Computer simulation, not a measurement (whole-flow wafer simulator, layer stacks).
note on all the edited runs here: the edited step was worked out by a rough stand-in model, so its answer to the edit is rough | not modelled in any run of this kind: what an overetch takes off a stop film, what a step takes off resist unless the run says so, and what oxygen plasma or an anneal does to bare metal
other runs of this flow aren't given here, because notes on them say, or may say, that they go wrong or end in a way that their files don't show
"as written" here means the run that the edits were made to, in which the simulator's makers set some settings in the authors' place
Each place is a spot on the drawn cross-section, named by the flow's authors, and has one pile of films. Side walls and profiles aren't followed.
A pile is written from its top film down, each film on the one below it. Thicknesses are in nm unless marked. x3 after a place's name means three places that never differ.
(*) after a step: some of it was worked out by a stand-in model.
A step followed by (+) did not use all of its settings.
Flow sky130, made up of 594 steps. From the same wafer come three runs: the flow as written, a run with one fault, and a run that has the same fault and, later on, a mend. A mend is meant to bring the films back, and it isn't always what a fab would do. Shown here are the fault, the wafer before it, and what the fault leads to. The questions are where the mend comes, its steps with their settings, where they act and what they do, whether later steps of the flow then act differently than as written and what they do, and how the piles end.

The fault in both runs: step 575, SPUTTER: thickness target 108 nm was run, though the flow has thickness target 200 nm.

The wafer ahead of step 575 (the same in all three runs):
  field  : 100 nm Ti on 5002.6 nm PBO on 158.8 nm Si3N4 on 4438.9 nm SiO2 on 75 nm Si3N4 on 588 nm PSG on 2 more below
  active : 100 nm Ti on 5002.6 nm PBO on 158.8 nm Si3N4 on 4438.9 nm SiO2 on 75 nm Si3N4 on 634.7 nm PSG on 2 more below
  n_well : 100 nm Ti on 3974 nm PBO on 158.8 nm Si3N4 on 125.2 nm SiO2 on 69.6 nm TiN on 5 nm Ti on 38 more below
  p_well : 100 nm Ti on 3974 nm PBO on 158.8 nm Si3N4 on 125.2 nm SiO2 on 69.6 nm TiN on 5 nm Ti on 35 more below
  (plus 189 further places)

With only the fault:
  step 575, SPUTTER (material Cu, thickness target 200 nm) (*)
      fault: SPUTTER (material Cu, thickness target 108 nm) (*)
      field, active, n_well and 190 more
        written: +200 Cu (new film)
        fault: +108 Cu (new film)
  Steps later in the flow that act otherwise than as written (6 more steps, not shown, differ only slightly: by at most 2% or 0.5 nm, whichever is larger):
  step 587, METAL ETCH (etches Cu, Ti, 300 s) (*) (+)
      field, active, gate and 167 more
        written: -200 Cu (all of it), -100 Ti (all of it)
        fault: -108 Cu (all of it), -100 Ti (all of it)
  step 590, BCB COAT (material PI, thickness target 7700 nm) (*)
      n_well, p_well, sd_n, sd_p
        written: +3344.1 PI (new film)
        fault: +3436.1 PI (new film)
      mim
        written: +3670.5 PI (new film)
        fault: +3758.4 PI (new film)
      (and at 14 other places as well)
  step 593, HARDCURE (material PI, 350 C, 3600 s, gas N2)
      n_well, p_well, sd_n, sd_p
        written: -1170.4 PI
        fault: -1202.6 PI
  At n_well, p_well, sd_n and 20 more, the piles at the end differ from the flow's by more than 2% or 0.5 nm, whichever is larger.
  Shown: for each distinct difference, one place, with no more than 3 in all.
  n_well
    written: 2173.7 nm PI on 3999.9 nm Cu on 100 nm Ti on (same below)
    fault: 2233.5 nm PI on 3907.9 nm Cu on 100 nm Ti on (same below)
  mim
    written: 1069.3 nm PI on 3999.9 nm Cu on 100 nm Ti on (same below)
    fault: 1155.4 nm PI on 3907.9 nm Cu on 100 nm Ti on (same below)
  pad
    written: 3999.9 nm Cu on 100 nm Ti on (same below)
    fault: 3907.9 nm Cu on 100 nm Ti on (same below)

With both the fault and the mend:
  After step 575 comes the mend.
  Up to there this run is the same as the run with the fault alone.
  step 575a, SPUTTER (material Cu, thickness target 92 nm) (*) (the flow's step 575 again, with other settings)
      field, active, n_well and 190 more
        +92 Cu
  Later steps of the flow that are run all act as written at every place that is followed.
  By the end, the piles equal the flow's at every place that both follow.
